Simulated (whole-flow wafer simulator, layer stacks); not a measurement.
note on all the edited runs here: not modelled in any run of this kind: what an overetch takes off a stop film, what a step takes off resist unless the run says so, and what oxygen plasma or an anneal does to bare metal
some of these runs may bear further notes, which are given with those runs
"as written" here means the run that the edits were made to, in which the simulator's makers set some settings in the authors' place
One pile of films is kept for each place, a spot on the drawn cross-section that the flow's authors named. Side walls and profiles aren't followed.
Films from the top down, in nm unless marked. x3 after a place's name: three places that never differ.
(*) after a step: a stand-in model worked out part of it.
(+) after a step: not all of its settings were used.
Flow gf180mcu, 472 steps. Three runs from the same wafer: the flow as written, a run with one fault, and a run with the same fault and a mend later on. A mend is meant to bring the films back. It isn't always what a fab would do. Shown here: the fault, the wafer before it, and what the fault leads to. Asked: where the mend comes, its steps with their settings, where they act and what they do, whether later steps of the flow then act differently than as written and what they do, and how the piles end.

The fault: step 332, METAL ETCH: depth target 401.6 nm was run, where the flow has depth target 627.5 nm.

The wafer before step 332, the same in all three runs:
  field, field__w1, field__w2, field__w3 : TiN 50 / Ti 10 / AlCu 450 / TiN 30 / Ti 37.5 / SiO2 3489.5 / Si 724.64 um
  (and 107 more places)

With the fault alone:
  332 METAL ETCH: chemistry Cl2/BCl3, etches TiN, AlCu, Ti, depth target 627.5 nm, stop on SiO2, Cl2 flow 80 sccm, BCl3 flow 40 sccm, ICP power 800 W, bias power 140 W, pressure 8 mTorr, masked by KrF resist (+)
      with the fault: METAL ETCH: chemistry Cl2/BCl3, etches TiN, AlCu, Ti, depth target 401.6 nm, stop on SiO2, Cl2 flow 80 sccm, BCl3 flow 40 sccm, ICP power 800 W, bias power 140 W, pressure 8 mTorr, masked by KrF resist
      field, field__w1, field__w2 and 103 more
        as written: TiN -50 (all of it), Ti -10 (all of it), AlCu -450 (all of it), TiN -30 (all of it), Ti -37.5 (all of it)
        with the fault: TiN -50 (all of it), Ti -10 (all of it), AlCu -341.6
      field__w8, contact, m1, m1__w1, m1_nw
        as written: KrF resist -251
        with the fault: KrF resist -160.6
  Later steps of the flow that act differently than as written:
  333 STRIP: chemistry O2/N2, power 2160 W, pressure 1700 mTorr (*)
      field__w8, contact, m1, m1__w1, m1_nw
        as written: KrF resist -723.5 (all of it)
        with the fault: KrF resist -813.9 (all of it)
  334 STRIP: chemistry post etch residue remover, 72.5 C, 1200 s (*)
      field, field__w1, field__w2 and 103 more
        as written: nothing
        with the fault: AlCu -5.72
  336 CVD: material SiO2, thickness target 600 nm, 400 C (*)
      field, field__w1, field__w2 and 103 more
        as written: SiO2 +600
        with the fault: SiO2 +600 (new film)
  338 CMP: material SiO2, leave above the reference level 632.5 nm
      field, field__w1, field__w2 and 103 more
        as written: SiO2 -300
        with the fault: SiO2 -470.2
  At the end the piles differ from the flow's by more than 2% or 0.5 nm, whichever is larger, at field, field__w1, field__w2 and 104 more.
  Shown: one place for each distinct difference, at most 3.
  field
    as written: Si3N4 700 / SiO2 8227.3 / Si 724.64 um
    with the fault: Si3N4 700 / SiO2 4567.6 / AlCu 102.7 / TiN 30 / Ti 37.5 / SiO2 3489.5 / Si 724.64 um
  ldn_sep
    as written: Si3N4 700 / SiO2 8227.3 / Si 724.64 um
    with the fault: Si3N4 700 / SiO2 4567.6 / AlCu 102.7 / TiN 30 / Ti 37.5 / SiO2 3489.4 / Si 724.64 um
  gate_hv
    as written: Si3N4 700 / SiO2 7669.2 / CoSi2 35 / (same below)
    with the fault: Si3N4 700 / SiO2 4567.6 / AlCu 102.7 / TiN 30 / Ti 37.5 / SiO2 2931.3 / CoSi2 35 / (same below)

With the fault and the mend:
  The mend comes after step 334.
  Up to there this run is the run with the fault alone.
  334a DEHYDRATE: 200 C, 60 s (the flow's step 325 once more)
      changes no film at any place that is followed
  334b HMDS: 120 C, 60 s (the flow's step 326 once more)
      changes no film at any place that is followed
  334c COAT: KrF resist, thickness 1000 nm (*) (the flow's step 327 once more)
      iso_ptap_pw, iso_ntap_nw, iso_nw_fld and 33 more
        KrF resist +1000 (new film)
      field__w3, field__w9, field__w12 and 12 more
        KrF resist +1002.7 (new film)
      field__w5, field_sub__w5, ld_gate_p and 6 more
        KrF resist +1002.6 (new film)
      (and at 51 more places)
  334d SOFTBAKE: KrF resist (the flow's step 328 once more)
      changes no film at any place that is followed
  334e EXPOSE: photomask Metal3 (the flow's step 329 once more)
      changes no film at any place that is followed
  334f PEB: KrF resist, 135 C, 90 s (the flow's step 330 once more)
      field__w1, field__w2, field__w3 and 57 more
        KrF resist -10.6
      iso_ptap_pw, iso_ntap_nw, iso_nw_fld and 33 more
        KrF resist -10.5
      gate_hv, sd_p, nw_sep_fld, polyc_n
        KrF resist -10.7
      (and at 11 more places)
  334g DEVELOP: thickness 1000 nm, 60 s (the flow's step 331 once more)
      iso_ptap_pw, iso_ntap_nw, iso_nw_fld and 33 more
        KrF resist -989.5 (all of it)
      field__w5, field__w9, field_sub and 13 more
        KrF resist -992.1 (all of it)
      field_sub__w2, field_sub__w4, ld_drn_n and 9 more
        KrF resist -992 (all of it)
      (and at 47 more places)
  334h METAL ETCH: chemistry Cl2/BCl3, etches TiN, AlCu, Ti, depth target 225.9 nm, stop on SiO2, Cl2 flow 80 sccm, BCl3 flow 40 sccm, ICP power 800 W, bias power 140 W, pressure 8 mTorr, masked by KrF resist (+) (the flow's step 332 once more, with other settings)
      field, field__w1, field__w2 and 103 more
        AlCu -102.7 (all of it), TiN -30 (all of it), Ti -37.5 (all of it)
      field__w8, contact, m1, m1__w1, m1_nw
        KrF resist -90.4
  334i STRIP: chemistry O2/N2, power 2160 W, pressure 1700 mTorr (*) (the flow's step 333 once more)
      field__w8
        KrF resist -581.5 (all of it)
      contact
        KrF resist -579.5 (all of it)
      m1
        KrF resist -581.9 (all of it)
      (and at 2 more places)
  334j STRIP: chemistry post etch residue remover, 72.5 C, 1200 s (*) (the flow's step 334 once more)
      field__w8, contact, m1, m1__w1, m1_nw
        TiN -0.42
  No later step of the flow acts differently than as written, at any place that is followed, by more than 2% or 0.5 nm, whichever is larger.
  At the end the piles differ from the flow's only slightly at the places that both follow, by at most 2% or 0.5 nm, whichever is larger.
